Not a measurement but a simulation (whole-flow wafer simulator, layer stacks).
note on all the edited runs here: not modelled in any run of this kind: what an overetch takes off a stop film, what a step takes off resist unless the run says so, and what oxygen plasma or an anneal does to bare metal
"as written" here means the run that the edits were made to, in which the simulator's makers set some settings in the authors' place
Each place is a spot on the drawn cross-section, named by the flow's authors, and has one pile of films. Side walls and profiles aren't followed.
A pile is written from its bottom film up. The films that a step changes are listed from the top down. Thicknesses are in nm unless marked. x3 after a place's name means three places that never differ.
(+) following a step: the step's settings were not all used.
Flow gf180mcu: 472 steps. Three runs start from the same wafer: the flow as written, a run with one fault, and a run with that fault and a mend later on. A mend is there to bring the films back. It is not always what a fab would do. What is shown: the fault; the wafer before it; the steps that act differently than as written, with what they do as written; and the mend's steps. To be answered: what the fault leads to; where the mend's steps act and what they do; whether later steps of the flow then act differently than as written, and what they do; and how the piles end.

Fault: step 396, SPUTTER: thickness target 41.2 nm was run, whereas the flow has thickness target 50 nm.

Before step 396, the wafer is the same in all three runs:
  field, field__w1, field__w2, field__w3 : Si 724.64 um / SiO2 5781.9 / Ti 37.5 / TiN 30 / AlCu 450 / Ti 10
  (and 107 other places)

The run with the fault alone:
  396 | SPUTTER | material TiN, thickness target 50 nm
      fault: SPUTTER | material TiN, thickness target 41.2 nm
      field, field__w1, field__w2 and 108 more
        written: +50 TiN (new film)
        fault: +41.2 TiN (new film)
  Steps further on in the flow that do not act as written (1 more step, not shown, differs only slightly: by at most 2% or 0.5 nm, whichever is larger):
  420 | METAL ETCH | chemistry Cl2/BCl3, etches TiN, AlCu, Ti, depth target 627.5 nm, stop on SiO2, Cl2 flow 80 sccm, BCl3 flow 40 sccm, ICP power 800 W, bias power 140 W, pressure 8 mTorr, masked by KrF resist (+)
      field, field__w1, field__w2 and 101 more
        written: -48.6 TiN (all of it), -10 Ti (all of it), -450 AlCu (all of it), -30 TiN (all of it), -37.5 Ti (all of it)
        fault: -39.8 TiN (all of it), -10 Ti (all of it), -450 AlCu (all of it), -30 TiN (all of it), -37.5 Ti (all of it)
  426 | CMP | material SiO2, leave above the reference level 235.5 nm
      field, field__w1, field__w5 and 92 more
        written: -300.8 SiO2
        fault: -309.6 SiO2
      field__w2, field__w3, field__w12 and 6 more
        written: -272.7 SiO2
        fault: -281.9 SiO2
  By the end, the piles at field__w4, field__w8, contact, m1, m1__w1, mim, mim_1p0, m1_nw depart from the flow's by more than 2% or 0.5 nm, whichever is larger.
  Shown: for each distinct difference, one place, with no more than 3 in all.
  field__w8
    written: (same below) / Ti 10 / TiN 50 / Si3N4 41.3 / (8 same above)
    fault: (same below) / Ti 10 / TiN 41.2 / Si3N4 41.3 / (8 same above)
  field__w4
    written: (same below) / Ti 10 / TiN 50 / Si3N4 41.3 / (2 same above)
    fault: (same below) / Ti 10 / TiN 41.2 / Si3N4 41.3 / (2 same above)
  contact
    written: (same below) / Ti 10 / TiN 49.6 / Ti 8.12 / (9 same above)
    fault: (same below) / Ti 10 / TiN 40.8 / Ti 8.12 / (9 same above)

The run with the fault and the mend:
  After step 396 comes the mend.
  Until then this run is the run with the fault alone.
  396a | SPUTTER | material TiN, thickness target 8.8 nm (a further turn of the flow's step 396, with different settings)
      field, field__w1, field__w2 and 108 more
        +8.8 TiN
  None of the later steps of the flow acts differently than as written at any place that is followed.
  By the end, the piles equal the flow's at every place that both follow.
